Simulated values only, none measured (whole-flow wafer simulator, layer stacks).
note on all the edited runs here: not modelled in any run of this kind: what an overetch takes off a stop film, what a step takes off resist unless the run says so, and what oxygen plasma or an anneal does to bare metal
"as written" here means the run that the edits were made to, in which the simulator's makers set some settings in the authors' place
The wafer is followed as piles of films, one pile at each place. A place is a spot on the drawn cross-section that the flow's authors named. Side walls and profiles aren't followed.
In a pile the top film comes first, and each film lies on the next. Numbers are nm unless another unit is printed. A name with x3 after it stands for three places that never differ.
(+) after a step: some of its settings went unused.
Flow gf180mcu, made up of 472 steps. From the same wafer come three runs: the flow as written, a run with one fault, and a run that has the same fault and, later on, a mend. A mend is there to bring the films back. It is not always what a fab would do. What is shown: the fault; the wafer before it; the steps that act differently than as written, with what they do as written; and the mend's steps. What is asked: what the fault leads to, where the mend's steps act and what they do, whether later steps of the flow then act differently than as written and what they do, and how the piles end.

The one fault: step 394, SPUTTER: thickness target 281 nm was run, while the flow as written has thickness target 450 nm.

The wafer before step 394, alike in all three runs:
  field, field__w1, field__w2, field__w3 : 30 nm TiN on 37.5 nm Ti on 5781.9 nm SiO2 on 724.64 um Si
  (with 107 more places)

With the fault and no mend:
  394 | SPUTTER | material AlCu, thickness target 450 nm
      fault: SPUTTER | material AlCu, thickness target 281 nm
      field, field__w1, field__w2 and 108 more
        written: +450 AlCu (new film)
        fault: +281 AlCu (new film)
  Steps further on in the flow that do not act as written (2 more steps, not shown, differ only slightly: by at most 2% or 0.5 nm, whichever is larger):
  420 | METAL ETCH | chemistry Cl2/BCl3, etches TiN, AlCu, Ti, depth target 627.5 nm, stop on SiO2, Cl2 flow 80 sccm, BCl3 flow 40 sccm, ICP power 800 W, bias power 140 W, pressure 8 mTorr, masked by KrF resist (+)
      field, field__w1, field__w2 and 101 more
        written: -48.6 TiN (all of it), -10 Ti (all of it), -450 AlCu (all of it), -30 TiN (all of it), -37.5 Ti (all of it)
        fault: -48.6 TiN (all of it), -10 Ti (all of it), -281 AlCu (all of it), -30 TiN (all of it), -37.5 Ti (all of it)
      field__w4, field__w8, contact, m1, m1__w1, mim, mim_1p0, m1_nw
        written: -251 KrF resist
        fault: -244.2 KrF resist
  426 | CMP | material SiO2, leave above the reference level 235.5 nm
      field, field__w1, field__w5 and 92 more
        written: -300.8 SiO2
        fault: -469.8 SiO2
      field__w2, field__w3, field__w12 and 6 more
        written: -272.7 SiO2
        fault: -449.4 SiO2
  At field, field__w1, field__w2 and 109 more, the piles at the end differ from the flow's by more than 2% or 0.5 nm, whichever is larger.
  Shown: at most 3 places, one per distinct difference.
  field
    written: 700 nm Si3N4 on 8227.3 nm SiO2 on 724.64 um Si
    fault: 700 nm Si3N4 on 8058.3 nm SiO2 on 724.64 um Si
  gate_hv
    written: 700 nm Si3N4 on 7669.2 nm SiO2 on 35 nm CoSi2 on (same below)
    fault: 700 nm Si3N4 on 7500.2 nm SiO2 on 35 nm CoSi2 on (same below)
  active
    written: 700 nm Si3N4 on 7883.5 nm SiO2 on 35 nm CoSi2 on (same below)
    fault: 700 nm Si3N4 on 7714.5 nm SiO2 on 35 nm CoSi2 on (same below)

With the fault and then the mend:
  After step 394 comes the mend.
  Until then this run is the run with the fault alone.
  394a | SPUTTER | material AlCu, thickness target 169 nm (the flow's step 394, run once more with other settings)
      field, field__w1, field__w2 and 108 more
        +169 AlCu
  Later steps of the flow that are run all act as written at every place that is followed.
  At every place that both follow, the piles at the end match the flow's.
